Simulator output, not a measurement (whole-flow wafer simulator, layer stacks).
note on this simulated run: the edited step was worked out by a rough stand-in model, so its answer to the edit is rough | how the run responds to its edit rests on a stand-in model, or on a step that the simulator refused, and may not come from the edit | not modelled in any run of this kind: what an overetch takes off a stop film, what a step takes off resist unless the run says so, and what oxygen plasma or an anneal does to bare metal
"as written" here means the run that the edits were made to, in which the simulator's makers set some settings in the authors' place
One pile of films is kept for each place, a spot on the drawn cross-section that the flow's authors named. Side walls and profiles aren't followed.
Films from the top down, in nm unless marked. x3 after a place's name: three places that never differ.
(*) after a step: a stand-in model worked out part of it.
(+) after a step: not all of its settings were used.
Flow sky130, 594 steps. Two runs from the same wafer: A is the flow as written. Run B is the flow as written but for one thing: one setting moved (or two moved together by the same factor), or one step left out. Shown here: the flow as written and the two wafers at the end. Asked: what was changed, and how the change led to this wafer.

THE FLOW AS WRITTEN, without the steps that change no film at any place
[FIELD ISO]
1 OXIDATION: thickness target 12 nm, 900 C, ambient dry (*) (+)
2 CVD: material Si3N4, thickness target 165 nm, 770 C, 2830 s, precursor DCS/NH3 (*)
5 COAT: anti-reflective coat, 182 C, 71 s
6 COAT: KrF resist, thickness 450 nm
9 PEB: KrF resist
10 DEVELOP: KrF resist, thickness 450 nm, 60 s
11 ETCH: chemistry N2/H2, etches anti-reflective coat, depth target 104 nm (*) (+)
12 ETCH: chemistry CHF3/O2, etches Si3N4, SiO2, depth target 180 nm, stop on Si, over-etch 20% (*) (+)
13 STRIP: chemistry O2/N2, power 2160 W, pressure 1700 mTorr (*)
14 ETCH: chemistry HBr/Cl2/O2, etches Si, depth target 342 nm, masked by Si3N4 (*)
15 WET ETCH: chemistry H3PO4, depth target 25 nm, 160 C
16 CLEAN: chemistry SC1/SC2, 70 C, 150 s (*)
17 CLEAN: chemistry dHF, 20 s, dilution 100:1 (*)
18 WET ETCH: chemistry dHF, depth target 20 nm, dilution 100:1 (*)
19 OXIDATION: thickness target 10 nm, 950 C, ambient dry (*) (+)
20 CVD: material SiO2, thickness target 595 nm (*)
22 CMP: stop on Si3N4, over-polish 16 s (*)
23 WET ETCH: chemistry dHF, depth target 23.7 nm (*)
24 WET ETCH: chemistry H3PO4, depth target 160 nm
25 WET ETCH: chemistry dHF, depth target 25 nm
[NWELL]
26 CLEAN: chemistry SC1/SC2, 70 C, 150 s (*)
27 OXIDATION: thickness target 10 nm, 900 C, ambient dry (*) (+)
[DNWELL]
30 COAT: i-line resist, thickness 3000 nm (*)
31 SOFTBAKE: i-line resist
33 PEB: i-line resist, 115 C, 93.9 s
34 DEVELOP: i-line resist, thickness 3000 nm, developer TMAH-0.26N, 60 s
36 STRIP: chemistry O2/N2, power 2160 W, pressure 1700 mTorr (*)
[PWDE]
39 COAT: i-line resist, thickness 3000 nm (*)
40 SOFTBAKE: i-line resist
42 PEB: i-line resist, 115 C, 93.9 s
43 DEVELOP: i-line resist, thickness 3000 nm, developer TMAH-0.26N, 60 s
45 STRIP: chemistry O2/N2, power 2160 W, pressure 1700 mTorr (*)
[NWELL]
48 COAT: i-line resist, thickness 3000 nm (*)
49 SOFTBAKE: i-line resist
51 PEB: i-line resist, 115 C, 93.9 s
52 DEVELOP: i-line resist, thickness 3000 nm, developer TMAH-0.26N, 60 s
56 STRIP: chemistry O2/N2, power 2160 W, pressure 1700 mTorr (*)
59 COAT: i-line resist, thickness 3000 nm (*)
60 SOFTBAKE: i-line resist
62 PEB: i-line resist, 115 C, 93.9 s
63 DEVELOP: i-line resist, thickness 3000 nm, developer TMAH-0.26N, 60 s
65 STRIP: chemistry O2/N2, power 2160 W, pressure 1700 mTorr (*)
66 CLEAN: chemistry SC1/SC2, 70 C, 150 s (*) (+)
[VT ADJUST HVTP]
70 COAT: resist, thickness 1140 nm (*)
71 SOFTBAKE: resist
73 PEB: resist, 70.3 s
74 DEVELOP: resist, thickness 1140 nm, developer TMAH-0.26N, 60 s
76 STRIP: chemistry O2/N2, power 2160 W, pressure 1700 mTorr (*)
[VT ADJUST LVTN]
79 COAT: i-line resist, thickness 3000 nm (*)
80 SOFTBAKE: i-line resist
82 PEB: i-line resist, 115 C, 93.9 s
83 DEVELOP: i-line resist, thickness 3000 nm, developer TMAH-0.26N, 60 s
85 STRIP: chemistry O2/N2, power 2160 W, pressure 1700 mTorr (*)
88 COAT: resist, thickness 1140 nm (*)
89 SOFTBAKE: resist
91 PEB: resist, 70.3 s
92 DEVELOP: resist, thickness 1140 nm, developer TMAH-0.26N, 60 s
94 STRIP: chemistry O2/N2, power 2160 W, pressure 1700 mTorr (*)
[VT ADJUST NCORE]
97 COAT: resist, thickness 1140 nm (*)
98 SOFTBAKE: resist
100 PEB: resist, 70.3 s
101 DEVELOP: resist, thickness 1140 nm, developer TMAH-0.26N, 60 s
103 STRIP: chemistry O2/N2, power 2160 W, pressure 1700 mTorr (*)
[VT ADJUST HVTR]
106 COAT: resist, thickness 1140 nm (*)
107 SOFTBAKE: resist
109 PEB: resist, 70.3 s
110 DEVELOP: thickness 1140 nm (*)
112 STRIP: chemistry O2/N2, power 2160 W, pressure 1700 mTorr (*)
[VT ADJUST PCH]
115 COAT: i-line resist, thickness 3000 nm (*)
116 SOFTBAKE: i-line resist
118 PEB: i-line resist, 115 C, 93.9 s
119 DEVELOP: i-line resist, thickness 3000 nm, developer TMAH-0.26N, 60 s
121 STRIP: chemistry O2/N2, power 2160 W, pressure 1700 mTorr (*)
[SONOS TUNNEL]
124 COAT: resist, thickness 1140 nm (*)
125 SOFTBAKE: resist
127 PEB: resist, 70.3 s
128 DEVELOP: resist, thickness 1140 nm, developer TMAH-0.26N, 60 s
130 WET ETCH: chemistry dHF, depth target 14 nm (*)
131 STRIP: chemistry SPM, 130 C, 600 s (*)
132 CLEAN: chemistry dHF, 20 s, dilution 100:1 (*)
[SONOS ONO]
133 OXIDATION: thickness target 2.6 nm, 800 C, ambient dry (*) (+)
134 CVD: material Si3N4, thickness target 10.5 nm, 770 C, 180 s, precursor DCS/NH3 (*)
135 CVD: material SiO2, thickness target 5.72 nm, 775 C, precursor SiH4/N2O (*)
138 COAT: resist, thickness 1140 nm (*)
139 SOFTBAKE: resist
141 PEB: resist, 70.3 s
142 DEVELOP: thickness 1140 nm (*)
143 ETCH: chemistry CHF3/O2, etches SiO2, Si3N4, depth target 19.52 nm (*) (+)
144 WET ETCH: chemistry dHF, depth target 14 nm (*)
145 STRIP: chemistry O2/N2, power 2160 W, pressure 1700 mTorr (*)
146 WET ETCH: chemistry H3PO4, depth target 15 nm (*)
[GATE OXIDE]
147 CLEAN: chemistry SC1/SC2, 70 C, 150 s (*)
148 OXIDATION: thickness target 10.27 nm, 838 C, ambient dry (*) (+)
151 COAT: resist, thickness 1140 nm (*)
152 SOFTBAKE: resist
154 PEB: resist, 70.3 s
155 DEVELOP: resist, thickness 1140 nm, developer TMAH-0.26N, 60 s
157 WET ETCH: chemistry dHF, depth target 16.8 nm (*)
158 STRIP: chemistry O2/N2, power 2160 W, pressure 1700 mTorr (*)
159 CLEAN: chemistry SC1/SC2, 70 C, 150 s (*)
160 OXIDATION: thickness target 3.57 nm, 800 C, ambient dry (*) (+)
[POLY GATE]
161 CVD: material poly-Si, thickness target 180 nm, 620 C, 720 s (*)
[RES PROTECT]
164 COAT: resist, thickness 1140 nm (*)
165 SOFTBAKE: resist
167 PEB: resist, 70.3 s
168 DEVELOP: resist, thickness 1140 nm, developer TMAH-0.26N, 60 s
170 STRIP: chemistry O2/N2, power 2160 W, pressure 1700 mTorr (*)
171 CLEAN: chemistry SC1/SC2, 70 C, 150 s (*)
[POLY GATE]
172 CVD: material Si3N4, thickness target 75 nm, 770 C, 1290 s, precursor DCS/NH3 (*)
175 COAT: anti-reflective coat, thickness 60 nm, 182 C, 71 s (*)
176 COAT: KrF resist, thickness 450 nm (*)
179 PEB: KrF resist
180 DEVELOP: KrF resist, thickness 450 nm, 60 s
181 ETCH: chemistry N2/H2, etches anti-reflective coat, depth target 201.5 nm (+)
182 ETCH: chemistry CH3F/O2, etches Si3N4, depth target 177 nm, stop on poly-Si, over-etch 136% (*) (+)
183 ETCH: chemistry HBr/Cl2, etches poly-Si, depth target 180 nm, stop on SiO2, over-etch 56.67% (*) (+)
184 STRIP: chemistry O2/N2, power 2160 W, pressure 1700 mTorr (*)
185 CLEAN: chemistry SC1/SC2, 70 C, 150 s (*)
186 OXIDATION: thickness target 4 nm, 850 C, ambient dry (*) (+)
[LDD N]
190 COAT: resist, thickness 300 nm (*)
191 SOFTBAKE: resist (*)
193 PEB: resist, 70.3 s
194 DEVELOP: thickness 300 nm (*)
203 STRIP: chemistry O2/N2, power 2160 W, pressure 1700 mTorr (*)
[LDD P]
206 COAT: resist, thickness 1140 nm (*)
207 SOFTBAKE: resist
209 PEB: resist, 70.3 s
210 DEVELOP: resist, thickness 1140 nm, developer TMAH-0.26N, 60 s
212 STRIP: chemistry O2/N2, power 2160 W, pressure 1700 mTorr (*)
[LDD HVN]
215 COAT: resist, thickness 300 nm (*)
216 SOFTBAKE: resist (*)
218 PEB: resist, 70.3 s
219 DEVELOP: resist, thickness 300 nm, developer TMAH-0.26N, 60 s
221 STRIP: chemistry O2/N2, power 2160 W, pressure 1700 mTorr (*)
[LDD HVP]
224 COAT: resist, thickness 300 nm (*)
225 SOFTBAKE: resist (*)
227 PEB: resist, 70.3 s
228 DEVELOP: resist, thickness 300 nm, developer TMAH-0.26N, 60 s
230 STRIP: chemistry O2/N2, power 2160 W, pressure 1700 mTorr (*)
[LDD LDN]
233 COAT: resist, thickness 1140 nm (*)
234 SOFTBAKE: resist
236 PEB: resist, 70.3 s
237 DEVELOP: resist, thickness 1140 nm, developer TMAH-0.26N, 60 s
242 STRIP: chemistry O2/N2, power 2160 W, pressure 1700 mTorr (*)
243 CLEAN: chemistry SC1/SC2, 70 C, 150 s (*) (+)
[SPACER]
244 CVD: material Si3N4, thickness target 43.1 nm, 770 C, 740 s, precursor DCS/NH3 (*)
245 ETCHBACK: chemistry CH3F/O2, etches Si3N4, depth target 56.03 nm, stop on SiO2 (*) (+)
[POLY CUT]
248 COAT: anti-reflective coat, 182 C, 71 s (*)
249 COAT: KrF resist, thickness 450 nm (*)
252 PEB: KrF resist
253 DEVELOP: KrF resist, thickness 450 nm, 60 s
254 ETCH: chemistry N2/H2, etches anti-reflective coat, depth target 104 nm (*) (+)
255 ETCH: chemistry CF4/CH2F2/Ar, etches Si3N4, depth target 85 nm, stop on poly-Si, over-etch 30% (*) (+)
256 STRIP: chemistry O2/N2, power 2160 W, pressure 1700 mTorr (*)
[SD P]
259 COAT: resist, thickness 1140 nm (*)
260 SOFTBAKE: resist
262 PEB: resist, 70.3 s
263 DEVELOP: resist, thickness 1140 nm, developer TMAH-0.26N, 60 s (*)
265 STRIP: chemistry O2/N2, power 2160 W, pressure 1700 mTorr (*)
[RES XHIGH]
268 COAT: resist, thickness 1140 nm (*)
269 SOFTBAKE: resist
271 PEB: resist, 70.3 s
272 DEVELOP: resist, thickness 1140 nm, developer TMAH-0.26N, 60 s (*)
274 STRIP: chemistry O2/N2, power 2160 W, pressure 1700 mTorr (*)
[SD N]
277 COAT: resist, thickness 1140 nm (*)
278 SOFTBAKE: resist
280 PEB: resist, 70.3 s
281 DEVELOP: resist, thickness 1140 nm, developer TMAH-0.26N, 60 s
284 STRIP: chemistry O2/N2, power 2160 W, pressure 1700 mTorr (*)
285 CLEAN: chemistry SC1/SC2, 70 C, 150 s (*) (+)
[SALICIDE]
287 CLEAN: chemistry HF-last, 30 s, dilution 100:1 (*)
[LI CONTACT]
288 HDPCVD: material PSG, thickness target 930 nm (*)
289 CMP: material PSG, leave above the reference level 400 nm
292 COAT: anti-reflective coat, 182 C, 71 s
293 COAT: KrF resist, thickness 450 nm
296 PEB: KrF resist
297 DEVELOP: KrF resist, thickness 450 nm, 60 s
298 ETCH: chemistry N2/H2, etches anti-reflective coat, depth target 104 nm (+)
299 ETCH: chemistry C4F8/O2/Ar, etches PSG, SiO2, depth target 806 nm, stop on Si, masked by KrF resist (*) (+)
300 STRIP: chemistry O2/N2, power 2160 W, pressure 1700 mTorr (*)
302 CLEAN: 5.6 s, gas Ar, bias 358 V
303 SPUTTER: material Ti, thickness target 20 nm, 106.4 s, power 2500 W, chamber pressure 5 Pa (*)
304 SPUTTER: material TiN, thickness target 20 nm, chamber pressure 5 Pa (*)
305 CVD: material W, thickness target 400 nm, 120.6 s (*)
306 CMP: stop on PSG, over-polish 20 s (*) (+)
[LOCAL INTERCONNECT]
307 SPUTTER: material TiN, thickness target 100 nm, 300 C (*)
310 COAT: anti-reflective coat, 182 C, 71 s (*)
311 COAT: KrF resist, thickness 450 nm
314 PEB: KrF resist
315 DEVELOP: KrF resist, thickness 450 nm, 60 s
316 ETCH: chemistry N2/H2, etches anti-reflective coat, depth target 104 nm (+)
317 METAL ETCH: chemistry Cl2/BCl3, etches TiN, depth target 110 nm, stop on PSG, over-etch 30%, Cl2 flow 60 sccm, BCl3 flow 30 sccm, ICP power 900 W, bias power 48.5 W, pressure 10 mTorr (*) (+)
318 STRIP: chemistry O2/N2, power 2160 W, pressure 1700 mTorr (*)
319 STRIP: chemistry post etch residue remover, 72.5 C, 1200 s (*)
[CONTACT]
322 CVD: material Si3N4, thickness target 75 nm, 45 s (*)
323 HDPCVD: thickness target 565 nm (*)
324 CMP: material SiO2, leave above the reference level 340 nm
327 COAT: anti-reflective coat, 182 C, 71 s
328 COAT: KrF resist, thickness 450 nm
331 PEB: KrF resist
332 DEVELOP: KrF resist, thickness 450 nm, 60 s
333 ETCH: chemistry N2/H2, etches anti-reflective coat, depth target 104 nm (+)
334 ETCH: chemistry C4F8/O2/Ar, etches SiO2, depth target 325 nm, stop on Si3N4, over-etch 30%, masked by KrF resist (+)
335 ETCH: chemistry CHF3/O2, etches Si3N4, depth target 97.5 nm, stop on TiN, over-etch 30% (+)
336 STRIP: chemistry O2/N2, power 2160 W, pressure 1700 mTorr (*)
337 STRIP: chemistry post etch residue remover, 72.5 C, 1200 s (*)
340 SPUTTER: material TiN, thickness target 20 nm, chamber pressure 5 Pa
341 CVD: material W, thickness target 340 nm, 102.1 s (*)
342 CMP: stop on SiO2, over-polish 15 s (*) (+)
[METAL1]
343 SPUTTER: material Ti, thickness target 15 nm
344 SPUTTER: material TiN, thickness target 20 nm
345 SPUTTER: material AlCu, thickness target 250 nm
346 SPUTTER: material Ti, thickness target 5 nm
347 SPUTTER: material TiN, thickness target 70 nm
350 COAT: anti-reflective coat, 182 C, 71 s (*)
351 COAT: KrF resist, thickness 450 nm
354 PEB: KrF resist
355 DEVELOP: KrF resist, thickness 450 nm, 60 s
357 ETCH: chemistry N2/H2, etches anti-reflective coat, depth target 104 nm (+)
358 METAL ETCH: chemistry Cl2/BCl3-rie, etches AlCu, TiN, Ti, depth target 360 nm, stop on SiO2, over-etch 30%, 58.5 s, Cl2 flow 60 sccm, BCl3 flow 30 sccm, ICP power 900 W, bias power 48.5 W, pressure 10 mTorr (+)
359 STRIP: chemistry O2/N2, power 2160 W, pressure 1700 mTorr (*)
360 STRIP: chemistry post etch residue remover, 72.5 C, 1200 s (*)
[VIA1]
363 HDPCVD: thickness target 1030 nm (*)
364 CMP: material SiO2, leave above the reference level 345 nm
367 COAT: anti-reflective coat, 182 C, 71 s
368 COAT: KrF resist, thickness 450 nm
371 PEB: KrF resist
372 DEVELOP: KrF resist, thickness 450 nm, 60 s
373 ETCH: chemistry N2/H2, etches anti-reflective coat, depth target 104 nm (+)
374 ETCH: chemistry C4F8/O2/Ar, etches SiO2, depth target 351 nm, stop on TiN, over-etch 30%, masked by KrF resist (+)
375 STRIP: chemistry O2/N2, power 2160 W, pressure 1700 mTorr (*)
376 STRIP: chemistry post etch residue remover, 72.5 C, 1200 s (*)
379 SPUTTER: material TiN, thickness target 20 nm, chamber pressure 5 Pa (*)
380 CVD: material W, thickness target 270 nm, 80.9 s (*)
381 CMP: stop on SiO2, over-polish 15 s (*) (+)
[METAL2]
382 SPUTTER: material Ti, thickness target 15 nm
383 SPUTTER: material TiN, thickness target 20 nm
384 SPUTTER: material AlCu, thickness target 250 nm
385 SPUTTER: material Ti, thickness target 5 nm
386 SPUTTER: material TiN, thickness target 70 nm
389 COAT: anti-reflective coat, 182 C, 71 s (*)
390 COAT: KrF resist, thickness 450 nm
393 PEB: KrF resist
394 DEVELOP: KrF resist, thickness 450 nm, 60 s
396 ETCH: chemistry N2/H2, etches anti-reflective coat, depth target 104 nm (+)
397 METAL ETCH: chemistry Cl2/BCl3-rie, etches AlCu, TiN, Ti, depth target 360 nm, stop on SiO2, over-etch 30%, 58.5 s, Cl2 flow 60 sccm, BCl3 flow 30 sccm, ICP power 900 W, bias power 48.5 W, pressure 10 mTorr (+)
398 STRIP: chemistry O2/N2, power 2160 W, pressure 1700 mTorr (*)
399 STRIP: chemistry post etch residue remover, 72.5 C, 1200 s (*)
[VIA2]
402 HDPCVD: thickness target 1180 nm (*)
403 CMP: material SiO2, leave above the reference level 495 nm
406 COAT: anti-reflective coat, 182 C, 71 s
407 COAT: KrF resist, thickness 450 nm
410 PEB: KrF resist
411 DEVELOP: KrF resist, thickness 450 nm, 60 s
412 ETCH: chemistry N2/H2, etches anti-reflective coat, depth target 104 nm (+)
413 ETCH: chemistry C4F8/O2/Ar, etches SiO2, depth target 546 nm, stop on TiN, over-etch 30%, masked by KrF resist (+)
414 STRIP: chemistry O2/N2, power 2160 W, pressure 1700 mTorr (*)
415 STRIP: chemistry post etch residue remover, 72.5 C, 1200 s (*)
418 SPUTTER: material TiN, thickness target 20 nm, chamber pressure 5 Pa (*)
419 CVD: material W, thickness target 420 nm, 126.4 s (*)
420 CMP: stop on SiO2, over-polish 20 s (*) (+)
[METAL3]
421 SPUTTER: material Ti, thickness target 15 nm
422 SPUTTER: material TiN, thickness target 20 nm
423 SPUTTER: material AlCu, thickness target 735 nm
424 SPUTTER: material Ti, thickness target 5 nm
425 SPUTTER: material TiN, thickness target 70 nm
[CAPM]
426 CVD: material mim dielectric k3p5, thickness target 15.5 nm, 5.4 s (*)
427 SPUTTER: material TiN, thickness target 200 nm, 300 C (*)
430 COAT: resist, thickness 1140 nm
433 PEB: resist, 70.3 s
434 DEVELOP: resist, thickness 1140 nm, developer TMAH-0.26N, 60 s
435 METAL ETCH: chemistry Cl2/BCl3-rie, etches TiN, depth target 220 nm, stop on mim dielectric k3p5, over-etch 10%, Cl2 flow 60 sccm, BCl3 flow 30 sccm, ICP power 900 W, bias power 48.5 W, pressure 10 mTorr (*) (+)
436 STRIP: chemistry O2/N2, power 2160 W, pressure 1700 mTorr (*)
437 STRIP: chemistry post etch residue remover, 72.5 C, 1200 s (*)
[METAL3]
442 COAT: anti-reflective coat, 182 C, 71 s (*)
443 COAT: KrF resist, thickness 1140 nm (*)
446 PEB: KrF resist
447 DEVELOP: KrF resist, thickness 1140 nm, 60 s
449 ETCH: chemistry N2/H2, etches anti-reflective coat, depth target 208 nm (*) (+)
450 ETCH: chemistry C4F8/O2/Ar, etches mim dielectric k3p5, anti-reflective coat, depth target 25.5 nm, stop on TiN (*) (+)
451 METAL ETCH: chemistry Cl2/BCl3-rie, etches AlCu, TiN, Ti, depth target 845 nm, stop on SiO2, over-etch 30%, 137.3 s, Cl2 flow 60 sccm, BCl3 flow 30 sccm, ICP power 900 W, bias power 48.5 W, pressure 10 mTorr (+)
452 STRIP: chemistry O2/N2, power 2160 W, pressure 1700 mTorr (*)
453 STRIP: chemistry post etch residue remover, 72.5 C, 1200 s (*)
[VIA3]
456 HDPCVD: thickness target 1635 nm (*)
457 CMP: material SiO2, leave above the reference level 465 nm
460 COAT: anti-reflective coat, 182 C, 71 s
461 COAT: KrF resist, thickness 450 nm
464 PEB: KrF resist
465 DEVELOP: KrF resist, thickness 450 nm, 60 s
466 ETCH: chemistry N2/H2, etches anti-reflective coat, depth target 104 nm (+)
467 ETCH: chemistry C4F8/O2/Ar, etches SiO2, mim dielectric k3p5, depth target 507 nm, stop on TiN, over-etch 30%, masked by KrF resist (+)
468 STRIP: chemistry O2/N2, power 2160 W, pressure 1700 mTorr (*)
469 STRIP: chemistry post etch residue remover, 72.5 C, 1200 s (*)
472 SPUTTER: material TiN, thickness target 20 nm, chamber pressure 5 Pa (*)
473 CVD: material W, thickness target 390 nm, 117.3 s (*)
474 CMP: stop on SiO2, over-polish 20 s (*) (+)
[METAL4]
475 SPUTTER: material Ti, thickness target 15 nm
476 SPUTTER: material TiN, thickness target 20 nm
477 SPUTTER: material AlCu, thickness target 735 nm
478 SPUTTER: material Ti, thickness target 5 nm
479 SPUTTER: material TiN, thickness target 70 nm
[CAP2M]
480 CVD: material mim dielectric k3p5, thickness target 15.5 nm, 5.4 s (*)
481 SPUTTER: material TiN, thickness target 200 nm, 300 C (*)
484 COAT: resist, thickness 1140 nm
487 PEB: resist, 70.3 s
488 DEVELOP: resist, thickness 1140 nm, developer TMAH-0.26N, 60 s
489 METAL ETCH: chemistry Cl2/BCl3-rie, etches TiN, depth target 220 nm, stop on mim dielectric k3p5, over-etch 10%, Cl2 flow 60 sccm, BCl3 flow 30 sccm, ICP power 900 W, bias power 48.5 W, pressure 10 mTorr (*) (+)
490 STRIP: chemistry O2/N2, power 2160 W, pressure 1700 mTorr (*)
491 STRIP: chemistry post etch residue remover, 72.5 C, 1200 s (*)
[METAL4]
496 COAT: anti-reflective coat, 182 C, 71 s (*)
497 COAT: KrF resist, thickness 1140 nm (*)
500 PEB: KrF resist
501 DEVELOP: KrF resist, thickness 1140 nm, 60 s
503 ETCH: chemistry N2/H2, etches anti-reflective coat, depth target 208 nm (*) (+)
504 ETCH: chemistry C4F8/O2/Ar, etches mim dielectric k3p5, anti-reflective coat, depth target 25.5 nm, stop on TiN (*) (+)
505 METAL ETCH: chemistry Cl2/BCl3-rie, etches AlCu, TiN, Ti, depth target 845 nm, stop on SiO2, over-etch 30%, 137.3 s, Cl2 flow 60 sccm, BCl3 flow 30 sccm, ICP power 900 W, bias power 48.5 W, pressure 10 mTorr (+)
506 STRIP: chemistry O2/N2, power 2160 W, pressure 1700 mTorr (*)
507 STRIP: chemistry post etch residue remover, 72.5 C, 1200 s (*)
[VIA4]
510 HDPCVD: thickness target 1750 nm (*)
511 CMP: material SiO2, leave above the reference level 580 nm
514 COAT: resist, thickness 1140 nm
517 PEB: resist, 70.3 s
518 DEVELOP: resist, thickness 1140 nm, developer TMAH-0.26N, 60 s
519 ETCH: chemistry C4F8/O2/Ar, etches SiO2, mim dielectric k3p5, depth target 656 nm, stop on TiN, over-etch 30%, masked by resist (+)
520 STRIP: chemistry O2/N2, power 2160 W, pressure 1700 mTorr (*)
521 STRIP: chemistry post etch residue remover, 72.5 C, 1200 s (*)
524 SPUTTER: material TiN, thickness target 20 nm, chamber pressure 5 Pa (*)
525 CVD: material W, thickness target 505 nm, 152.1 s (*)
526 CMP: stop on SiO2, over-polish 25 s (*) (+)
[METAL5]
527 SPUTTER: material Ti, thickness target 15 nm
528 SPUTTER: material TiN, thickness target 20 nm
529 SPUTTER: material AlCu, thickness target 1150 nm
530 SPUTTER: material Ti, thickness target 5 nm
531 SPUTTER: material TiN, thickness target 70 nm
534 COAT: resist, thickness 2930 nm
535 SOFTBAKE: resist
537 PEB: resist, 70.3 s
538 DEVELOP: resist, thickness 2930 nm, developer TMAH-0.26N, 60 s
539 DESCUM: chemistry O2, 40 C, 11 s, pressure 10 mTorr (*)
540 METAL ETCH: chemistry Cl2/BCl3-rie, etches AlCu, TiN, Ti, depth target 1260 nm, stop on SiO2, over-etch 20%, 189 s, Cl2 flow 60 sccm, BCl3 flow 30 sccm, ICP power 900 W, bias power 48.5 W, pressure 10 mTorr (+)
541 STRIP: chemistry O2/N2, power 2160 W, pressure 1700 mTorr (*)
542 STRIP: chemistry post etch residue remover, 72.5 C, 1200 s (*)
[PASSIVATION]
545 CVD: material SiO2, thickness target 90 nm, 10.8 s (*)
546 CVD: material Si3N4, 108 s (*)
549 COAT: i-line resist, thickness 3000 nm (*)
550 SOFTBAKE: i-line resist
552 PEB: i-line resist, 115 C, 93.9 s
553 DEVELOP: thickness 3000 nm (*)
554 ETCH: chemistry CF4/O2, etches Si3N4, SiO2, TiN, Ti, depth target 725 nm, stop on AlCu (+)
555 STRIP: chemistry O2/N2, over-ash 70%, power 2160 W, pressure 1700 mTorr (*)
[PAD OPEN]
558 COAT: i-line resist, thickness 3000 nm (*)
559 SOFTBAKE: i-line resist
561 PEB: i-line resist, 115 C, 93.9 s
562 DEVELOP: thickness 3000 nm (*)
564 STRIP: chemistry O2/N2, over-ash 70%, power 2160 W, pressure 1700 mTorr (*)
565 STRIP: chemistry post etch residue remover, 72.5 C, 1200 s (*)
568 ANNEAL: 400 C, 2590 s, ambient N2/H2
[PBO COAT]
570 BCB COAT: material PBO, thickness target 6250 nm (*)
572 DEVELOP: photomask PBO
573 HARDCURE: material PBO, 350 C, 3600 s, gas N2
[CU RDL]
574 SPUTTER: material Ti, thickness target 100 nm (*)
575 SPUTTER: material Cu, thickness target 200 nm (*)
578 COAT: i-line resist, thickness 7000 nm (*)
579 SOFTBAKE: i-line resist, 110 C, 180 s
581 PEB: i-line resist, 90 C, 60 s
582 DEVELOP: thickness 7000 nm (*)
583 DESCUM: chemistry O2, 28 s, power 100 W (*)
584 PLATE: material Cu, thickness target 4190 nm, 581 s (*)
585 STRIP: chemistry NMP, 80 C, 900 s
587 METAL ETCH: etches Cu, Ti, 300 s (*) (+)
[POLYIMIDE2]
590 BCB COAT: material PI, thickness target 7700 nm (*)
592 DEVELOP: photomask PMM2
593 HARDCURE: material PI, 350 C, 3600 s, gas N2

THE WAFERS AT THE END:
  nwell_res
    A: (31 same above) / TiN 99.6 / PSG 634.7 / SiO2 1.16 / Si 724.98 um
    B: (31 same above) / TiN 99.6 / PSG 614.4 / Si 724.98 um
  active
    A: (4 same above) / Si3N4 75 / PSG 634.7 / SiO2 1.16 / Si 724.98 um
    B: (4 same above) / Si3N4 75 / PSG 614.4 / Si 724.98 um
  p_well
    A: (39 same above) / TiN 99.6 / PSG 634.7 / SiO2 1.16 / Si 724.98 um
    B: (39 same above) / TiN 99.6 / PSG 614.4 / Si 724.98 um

The cause: step 244, CVD: thickness target 21.6 nm was run, where the flow has thickness target 43.1 nm; step 244, CVD: 370 s was run, where the flow has 740 s.

How the change led to this, step by step:
  244 CVD: material Si3N4, thickness target 43.1 nm, 770 C, 740 s, precursor DCS/NH3 (*)
      field, active, p_well and 101 more: A Si3N4 +43.1 (new film) | B Si3N4 +21.6 (new film)
      n_well, gate, gate_hv and 74 more: A Si3N4 +43.1 | B Si3N4 +21.6
  245 ETCHBACK: chemistry CH3F/O2, etches Si3N4, depth target 56.03 nm, stop on SiO2 (*) (+)
      field, active, p_well and 101 more: A Si3N4 -43.1 (all of it), SiO2 -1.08 | B Si3N4 -21.6 (all of it), SiO2 -2.87
  248 COAT: anti-reflective coat, 182 C, 71 s (*)
      poly_licon, rpo_hd_licon: A anti-reflective coat +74 (new film) | B anti-reflective coat +76.1 (new film)
      rpm_encl, rpm_encl_psd: A anti-reflective coat +128.3 (new film) | B anti-reflective coat +122.7 (new film)
      (and at 102 more places)
  249 COAT: KrF resist, thickness 450 nm (*)
      active: A KrF resist +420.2 (new film) | B KrF resist +428.9 (new film)
      n_well: A KrF resist +358.7 (new film) | B KrF resist +375.1 (new film)
      (and at 41 more places)
  253 DEVELOP: KrF resist, thickness 450 nm, 60 s
      rpo_hd: A KrF resist -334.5 (all of it) | B KrF resist -341.8 (all of it)
      rxpo_ln: A KrF resist -332.9 (all of it) | B KrF resist -345.4 (all of it)
  254 ETCH: chemistry N2/H2, etches anti-reflective coat, depth target 104 nm (*) (+)
      field, active, n_well and 180 more: A KrF resist -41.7 | B KrF resist -42.7
      poly_licon, rpo_hd_licon: A anti-reflective coat -74 (all of it) | B anti-reflective coat -76.1 (all of it)
      (and at 4 more places)
  255 ETCH: chemistry CF4/CH2F2/Ar, etches Si3N4, depth target 85 nm, stop on poly-Si, over-etch 30% (*) (+)
      field, active, n_well and 180 more: A KrF resist -40.7 | B KrF resist -26.8
      rpo_wd, rxpo_wd: A Si3N4 -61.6 (all of it), chemical SiO2 -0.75 (all of it) | B Si3N4 -40.1 (all of it), chemical SiO2 -0.75 (all of it)
      (and at 5 more places)
  256 STRIP: chemistry O2/N2, power 2160 W, pressure 1700 mTorr (*)
      dice_street, dep_dnw_sti, iso_dnw_wall, grade_field_poly, de16_nwb_sti: A KrF resist -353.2 (all of it), anti-reflective coat -80 (all of it) | B KrF resist -366.1 (all of it), anti-reflective coat -80 (all of it)
      p_well, sd_n, sd_p, contact: A KrF resist -375.4 (all of it), anti-reflective coat -132.2 (all of it) | B KrF resist -385.7 (all of it), anti-reflective coat -131.5 (all of it)
      (and at 166 more places)
  259 COAT: resist, thickness 1140 nm (*)
      pad: A resist +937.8 (new film) | B resist +957.1 (new film)
  260 SOFTBAKE: resist
      wcut_fox_pw_lv: A resist -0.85 | B nothing
      active: A resist -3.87 | B resist -3.35
      (and at 65 more places)
  265 STRIP: chemistry O2/N2, power 2160 W, pressure 1700 mTorr (*)
      pad: A resist -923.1 (all of it) | B resist -942 (all of it)
  268 COAT: resist, thickness 1140 nm (*)
      pad: A resist +937.8 (new film) | B resist +957.1 (new film)
  269 SOFTBAKE: resist
      wcut_fox_pw_lv: A resist -0.85 | B nothing
      active: A resist -3.87 | B resist -3.35
      (and at 65 more places)
  274 STRIP: chemistry O2/N2, power 2160 W, pressure 1700 mTorr (*)
      pad: A resist -923.1 (all of it) | B resist -942 (all of it)
  277 COAT: resist, thickness 1140 nm (*)
      pad: A resist +937.8 (new film) | B resist +957.1 (new film)
  278 SOFTBAKE: resist
      wcut_fox_pw_lv: A resist -0.85 | B nothing
      active: A resist -3.87 | B resist -3.35
      (and at 68 more places)
  ... 5 more steps ...
  306 CMP: stop on PSG, over-polish 20 s (*) (+)
      poly_licon: A W -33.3 | B W -54.8
